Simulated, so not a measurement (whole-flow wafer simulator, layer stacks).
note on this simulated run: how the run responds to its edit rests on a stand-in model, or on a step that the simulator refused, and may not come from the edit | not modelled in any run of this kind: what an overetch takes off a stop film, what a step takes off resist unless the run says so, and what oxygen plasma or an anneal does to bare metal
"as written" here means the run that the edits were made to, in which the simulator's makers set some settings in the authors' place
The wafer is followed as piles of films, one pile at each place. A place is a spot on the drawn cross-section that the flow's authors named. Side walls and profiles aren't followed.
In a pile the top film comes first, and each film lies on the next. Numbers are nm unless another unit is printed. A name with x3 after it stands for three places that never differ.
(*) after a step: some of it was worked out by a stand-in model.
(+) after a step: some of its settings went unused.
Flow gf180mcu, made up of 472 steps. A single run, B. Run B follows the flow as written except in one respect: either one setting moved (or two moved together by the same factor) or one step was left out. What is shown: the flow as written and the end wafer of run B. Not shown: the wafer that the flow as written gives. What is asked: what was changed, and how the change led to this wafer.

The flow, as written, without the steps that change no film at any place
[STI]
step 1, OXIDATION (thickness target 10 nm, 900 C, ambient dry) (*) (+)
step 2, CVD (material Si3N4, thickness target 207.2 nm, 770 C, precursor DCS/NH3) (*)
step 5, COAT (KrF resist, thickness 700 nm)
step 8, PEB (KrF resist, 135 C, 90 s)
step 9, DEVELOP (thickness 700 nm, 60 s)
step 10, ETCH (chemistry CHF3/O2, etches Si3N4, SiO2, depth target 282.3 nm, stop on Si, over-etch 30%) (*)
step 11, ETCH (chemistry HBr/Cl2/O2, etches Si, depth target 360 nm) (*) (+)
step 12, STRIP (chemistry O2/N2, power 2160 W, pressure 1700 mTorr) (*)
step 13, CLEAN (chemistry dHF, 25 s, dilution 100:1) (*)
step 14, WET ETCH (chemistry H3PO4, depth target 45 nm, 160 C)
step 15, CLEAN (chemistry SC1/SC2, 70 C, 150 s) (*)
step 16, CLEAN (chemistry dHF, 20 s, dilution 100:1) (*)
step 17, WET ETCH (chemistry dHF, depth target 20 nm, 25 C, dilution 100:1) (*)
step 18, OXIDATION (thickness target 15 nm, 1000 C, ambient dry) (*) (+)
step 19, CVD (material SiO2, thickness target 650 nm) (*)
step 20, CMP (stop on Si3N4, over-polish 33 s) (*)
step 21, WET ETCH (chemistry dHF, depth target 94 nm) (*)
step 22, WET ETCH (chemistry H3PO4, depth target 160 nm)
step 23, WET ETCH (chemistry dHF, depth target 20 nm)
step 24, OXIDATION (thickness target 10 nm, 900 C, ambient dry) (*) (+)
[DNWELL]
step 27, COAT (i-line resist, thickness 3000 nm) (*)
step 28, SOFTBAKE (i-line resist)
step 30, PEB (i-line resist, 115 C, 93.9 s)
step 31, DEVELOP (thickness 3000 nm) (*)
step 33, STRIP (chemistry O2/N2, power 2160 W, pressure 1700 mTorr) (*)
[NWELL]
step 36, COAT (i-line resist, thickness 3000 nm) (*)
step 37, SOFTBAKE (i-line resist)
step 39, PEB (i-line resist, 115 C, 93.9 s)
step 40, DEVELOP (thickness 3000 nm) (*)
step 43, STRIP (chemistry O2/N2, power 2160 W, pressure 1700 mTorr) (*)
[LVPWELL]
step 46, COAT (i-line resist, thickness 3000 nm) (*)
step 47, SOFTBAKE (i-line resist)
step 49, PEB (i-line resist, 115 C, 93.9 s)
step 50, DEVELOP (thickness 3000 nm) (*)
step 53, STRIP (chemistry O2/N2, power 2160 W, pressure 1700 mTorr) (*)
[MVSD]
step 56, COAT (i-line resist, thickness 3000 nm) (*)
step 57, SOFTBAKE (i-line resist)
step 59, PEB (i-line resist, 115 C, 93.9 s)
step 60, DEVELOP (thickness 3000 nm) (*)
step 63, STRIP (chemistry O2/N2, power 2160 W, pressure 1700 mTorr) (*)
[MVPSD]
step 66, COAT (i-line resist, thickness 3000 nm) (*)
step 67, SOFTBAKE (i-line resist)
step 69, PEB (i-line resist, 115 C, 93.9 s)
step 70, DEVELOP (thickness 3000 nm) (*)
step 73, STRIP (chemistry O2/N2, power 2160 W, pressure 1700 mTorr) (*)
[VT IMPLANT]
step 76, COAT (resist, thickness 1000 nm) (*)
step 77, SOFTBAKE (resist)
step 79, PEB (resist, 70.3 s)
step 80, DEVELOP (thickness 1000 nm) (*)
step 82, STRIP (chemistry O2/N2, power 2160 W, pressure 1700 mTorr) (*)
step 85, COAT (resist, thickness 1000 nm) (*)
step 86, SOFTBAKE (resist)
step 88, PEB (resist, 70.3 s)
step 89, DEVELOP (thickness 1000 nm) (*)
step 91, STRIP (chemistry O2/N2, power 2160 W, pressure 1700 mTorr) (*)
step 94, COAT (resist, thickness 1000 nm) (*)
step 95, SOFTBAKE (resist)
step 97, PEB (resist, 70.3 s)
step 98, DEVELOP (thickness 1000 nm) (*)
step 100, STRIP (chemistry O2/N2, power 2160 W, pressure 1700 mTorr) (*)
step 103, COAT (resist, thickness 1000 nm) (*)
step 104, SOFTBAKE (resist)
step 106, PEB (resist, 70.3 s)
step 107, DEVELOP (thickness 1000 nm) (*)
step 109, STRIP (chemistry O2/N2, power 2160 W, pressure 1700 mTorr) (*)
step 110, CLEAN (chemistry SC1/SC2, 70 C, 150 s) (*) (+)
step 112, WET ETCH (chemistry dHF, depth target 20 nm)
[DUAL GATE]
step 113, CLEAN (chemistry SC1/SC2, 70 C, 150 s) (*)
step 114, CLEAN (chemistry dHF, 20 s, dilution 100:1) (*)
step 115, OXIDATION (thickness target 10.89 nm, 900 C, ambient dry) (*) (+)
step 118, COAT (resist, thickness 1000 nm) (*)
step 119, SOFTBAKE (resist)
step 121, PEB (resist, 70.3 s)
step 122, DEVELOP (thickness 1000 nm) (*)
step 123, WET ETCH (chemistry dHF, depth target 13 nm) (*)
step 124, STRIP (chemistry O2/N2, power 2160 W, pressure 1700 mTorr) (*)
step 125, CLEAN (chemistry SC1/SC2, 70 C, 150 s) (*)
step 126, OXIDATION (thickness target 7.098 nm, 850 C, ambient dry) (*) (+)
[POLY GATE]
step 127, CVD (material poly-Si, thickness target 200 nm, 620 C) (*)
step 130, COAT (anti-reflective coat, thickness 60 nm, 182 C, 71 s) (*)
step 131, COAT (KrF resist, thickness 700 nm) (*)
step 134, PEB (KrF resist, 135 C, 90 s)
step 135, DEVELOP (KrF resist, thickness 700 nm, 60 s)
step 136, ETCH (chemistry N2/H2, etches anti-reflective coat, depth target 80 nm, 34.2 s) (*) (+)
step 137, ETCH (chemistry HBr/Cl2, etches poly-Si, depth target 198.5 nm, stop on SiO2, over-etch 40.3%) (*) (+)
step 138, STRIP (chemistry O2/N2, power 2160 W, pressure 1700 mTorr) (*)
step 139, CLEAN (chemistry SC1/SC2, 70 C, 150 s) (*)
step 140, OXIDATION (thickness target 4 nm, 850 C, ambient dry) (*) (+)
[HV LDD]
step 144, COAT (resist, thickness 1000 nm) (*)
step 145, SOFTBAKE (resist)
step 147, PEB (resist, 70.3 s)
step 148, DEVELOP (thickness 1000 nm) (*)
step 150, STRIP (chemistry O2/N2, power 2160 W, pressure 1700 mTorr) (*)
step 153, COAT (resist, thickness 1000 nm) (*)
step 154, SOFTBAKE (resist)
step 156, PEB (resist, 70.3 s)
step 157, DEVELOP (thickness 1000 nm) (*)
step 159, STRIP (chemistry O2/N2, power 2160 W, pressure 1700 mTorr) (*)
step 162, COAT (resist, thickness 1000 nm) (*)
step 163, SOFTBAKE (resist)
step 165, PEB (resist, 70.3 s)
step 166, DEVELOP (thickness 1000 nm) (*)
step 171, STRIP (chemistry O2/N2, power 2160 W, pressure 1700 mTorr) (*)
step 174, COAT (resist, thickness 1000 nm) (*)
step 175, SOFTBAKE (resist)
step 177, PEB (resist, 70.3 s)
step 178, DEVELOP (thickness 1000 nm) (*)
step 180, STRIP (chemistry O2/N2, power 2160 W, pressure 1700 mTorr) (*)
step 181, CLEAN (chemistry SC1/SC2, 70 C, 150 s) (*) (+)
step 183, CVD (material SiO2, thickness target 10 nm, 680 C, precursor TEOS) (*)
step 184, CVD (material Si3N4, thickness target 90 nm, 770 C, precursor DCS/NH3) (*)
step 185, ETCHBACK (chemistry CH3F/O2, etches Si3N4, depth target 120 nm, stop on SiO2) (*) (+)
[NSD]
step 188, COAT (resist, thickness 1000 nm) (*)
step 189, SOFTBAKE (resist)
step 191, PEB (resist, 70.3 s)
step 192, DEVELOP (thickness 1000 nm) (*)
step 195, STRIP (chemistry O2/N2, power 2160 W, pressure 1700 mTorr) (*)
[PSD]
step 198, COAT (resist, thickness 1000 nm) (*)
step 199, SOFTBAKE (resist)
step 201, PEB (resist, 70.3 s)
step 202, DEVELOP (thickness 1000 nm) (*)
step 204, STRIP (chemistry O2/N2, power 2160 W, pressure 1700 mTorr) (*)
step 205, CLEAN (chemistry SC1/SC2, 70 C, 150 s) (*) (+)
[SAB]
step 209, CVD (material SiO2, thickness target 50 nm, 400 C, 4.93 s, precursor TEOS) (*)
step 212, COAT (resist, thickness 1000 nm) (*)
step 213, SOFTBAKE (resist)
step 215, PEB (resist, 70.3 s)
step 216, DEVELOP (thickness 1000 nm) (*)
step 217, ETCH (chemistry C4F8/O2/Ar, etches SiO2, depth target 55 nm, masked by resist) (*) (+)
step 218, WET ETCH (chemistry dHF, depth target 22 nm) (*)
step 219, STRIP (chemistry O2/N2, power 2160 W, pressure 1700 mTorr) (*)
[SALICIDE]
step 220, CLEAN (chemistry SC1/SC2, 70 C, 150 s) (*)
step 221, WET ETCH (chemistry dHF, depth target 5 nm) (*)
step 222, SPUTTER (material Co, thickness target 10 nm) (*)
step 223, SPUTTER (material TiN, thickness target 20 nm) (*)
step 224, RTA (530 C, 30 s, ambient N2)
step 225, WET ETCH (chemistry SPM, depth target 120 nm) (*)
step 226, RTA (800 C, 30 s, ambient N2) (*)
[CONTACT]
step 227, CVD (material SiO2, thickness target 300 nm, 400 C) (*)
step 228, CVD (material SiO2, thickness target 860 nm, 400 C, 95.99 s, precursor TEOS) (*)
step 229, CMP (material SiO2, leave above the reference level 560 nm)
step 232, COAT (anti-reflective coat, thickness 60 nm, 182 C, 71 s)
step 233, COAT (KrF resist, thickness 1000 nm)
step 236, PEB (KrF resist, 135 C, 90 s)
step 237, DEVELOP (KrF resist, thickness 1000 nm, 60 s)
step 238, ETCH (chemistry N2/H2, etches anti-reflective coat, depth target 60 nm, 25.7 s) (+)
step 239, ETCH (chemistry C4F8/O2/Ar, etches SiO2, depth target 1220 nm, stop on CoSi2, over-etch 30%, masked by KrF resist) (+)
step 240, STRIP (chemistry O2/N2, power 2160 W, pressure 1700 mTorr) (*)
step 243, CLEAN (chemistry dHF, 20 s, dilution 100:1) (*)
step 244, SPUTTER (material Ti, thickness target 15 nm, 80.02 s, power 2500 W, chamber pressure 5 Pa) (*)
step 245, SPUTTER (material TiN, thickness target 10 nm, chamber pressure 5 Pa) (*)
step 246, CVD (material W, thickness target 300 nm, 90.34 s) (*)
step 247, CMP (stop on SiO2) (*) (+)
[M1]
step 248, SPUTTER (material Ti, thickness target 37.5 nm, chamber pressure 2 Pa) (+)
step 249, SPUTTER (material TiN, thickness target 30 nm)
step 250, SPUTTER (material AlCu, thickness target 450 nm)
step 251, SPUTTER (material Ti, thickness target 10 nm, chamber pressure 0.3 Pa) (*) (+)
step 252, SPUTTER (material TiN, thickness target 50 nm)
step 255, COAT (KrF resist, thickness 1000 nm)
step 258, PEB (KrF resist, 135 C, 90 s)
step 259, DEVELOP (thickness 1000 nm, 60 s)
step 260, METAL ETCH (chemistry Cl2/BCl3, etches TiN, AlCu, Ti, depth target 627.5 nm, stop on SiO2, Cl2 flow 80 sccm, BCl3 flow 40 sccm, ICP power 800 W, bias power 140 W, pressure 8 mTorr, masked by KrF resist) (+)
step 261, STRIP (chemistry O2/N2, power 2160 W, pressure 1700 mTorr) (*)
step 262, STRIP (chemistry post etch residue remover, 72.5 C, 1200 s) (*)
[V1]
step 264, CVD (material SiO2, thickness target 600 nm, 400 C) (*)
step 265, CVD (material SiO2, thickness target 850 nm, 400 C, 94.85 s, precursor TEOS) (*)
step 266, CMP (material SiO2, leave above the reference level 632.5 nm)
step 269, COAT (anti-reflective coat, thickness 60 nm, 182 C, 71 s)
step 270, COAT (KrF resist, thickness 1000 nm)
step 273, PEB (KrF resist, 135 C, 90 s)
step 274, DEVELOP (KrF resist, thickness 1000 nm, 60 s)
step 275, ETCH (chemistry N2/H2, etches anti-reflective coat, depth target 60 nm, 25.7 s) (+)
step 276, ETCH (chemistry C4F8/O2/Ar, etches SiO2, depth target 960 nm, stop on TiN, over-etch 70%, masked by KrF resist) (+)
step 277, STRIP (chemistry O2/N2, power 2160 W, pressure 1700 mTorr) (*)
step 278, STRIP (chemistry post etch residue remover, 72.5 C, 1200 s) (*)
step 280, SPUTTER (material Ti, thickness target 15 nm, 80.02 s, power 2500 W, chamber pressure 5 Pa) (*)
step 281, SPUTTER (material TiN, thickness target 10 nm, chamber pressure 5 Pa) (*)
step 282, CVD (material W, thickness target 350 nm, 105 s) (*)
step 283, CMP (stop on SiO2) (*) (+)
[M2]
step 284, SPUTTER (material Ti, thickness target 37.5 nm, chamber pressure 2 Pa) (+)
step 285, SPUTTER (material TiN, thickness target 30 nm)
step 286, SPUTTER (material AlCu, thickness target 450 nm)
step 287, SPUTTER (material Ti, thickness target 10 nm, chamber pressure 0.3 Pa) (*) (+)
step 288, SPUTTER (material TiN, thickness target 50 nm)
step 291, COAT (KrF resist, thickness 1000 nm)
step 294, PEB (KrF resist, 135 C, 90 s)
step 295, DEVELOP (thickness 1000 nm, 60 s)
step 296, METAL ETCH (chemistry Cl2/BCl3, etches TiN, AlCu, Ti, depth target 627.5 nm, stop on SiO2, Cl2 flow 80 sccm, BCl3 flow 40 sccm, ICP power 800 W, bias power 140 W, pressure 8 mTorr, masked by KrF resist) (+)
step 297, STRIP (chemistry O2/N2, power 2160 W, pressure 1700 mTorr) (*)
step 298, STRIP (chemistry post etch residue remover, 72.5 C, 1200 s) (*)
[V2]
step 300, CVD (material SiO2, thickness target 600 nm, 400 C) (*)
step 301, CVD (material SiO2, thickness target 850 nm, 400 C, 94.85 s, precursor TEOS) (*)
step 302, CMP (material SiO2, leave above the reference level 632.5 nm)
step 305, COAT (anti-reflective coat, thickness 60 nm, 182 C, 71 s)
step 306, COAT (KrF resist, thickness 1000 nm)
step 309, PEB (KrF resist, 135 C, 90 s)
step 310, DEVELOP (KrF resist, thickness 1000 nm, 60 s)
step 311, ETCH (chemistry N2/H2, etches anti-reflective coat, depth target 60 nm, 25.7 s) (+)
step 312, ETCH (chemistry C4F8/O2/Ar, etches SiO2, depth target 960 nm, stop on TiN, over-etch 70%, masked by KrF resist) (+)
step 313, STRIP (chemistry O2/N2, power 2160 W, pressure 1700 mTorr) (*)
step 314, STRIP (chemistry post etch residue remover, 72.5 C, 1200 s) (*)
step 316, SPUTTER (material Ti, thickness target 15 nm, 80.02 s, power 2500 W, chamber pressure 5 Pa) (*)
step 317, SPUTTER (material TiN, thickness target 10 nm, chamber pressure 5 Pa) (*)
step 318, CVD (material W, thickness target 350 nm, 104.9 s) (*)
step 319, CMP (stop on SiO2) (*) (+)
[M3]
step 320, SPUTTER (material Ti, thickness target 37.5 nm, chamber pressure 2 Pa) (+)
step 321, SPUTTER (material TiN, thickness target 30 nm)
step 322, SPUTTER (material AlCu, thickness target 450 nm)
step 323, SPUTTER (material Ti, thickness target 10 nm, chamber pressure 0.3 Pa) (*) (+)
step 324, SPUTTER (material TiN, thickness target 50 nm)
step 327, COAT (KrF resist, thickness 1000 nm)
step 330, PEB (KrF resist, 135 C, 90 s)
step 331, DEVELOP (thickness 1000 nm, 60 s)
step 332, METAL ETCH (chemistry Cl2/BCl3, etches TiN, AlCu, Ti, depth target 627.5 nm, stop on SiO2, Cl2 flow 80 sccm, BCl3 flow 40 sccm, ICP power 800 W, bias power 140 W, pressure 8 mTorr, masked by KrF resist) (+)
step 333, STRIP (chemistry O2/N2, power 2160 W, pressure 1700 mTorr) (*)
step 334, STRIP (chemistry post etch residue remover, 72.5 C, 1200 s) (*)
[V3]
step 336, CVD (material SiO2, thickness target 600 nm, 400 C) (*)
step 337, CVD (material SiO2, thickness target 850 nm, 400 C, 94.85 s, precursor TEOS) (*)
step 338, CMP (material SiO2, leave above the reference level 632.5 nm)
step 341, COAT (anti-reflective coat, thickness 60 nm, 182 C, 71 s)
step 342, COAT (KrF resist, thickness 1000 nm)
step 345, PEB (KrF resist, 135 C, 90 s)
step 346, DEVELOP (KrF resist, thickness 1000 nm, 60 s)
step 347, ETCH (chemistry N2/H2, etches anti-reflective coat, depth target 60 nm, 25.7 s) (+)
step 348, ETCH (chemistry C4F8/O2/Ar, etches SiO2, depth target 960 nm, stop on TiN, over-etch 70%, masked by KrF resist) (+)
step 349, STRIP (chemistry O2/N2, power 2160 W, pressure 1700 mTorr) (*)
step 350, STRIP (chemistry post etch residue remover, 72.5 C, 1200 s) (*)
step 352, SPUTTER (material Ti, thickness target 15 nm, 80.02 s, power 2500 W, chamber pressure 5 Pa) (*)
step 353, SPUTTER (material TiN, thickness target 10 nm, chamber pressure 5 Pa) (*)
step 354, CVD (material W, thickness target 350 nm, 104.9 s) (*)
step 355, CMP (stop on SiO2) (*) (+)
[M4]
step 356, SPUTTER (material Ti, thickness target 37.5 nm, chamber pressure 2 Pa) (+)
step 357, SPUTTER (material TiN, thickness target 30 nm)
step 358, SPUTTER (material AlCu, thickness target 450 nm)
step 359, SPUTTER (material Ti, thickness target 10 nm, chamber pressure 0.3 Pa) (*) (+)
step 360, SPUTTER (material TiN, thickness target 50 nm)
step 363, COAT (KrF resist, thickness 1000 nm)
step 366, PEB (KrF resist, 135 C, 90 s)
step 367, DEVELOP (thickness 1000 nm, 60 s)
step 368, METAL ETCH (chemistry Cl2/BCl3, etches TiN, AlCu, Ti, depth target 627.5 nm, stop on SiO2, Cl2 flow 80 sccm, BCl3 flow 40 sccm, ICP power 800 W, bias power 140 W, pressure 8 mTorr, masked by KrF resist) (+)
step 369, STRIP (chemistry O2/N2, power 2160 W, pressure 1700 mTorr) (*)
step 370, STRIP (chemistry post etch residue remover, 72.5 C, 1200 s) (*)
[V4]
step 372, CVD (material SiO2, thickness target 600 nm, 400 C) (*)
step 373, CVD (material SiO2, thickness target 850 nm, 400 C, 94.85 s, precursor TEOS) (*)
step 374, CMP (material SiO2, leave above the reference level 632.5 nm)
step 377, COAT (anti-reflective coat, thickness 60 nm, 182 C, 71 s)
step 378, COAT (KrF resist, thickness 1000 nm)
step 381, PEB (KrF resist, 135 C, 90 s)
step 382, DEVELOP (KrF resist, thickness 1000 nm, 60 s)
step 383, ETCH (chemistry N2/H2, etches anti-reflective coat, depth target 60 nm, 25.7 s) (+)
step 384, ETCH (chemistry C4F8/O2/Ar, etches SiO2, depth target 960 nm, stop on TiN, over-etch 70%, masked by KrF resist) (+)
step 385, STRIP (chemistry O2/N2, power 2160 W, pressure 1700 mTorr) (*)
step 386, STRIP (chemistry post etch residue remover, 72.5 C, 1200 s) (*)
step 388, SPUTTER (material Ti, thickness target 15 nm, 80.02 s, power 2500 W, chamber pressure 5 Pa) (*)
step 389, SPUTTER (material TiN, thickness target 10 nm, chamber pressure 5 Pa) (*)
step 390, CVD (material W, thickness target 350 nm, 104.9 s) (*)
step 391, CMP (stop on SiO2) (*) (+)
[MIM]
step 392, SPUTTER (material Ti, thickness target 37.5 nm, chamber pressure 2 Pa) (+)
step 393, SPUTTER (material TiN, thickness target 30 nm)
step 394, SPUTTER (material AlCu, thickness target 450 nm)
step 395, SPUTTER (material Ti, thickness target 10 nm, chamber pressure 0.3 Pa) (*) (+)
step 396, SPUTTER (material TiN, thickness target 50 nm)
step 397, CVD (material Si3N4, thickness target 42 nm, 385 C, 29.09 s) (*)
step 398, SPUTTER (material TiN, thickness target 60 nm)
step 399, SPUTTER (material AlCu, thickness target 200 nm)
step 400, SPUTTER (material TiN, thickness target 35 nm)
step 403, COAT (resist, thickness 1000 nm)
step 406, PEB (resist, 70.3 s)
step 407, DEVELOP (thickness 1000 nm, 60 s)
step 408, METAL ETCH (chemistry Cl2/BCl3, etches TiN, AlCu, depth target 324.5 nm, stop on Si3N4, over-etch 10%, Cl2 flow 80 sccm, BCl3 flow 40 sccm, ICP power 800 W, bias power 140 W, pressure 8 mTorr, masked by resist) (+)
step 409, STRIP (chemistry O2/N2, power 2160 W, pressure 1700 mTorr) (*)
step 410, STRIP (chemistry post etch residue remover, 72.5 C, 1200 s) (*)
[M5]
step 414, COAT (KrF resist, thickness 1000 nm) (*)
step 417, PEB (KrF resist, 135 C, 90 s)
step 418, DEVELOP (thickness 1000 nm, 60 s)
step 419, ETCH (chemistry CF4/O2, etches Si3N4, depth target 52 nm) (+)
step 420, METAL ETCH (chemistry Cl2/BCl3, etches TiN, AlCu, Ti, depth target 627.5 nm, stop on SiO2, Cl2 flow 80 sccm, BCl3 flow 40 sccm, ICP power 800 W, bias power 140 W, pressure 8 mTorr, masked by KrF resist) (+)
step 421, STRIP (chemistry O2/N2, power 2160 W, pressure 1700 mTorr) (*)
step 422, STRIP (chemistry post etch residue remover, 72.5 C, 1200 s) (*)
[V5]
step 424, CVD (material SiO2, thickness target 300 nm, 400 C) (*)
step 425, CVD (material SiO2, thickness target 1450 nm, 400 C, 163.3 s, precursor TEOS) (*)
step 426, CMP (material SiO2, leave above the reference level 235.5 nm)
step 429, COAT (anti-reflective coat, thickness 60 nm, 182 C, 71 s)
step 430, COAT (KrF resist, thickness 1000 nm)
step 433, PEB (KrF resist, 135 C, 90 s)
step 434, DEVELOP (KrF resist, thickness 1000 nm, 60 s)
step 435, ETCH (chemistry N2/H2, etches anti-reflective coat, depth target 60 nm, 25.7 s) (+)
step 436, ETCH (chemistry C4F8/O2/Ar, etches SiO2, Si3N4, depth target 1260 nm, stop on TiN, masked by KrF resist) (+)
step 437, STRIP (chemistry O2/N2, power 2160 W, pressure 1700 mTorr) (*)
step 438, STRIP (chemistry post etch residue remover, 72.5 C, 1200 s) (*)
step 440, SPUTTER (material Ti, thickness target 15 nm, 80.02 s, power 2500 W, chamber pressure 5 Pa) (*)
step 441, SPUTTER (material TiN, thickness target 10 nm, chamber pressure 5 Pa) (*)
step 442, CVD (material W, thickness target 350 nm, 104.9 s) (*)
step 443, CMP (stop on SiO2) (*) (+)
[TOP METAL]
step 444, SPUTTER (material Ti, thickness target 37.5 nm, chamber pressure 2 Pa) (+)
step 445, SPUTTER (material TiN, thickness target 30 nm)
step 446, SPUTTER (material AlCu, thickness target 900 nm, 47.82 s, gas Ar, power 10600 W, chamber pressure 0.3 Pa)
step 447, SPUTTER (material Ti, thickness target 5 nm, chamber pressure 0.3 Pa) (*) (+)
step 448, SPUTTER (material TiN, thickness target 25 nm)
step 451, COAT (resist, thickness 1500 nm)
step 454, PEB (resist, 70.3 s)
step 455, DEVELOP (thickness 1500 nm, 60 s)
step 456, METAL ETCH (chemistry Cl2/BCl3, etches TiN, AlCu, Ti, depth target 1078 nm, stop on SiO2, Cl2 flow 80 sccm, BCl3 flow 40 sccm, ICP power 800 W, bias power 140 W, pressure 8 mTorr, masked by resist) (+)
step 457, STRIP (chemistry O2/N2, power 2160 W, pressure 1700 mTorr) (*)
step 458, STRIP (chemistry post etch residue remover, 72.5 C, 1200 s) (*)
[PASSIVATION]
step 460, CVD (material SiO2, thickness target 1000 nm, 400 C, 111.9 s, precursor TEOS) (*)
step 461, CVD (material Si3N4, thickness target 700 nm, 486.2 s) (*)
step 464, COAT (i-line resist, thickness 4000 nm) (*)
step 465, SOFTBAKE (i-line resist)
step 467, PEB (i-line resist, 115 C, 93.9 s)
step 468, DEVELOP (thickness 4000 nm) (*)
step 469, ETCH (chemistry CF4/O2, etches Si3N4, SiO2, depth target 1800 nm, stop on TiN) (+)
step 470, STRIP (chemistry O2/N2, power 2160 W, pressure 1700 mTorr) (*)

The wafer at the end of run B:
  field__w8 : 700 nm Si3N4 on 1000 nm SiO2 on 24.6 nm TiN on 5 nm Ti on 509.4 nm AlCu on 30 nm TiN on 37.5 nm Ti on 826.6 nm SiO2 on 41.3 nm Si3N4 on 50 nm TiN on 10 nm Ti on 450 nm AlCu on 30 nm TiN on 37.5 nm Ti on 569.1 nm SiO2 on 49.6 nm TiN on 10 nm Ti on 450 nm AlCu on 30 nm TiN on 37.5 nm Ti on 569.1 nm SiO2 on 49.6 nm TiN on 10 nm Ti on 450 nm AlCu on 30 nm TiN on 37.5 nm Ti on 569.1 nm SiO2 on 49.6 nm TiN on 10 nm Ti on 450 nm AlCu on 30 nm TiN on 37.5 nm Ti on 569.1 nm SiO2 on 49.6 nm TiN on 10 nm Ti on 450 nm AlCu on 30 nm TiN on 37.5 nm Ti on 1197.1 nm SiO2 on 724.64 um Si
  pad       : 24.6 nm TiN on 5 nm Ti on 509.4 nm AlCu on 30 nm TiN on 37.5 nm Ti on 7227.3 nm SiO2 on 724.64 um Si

What caused this: step 446, SPUTTER: 27.5 s was run, though the flow has 47.82 s.

The path from the change to this, step by step:
  step 446, SPUTTER (material AlCu, thickness target 900 nm, 47.82 s, gas Ar, power 10600 W, chamber pressure 0.3 Pa)
      field, field__w1, field__w2 and 109 more: AlCu gains 509.4 (new film) (in the flow as written it would be: AlCu gains 900 (new film))
  step 456, METAL ETCH (chemistry Cl2/BCl3, etches TiN, AlCu, Ti, depth target 1078 nm, stop on SiO2, Cl2 flow 80 sccm, BCl3 flow 40 sccm, ICP power 800 W, bias power 140 W, pressure 8 mTorr, masked by resist) (+)
      field, field__w1, field__w2 and 103 more: TiN loses 25 (all of it), Ti loses 5 (all of it), AlCu loses 509.4 (all of it), TiN loses 30 (all of it), Ti loses 37.5 (all of it) (in the flow as written it would be: TiN loses 25 (all of it), Ti loses 5 (all of it), AlCu loses 900 (all of it), TiN loses 30 (all of it), Ti loses 37.5 (all of it))
      field__w8, contact, m1, m1__w1, pad, m1_nw: resist loses 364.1 (in the flow as written it would be: resist loses 431)
  step 457, STRIP (chemistry O2/N2, power 2160 W, pressure 1700 mTorr) (*)
      field__w8, contact, m1, m1__w1, pad, m1_nw: resist loses 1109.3 (all of it) (in the flow as written it would be: resist loses 1042.5 (all of it))
  step 464, COAT (i-line resist, thickness 4000 nm) (*)
      field__w8: i-line resist gains 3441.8 (new film) (in the flow as written it would be: i-line resist gains 3093.1 (new film))
      contact: i-line resist gains 3471.1 (new film) (in the flow as written it would be: i-line resist gains 3153.6 (new film))
      (and at 4 other places as well)
  step 465, SOFTBAKE (i-line resist)
      gate: i-line resist loses 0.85 (in the flow as written it would be: i-line resist gains 1.79)
      field__w11, field__w13: i-line resist gains 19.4 (in the flow as written it would be: i-line resist gains 37.6)
      (and at 66 other places as well)
  step 467, PEB (i-line resist, 115 C, 93.9 s)
      field__w8, m1__w1: i-line resist loses 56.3 (in the flow as written it would be: i-line resist loses 49.2)
      contact, m1: i-line resist loses 56.6 (in the flow as written it would be: i-line resist loses 49.6)
      (and at 2 other places as well)
  step 468, DEVELOP (thickness 4000 nm) (*)
      pad: i-line resist loses 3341 (all of it) (in the flow as written it would be: i-line resist loses 2960.4 (all of it))
  step 470, STRIP (chemistry O2/N2, power 2160 W, pressure 1700 mTorr) (*)
      field__w8, m1__w1: i-line resist loses 2150.4 (all of it) (in the flow as written it would be: i-line resist loses 1775.9 (all of it))
      contact: i-line resist loses 2161.5 (all of it) (in the flow as written it would be: i-line resist loses 1798.3 (all of it))
      (and at 2 other places as well)
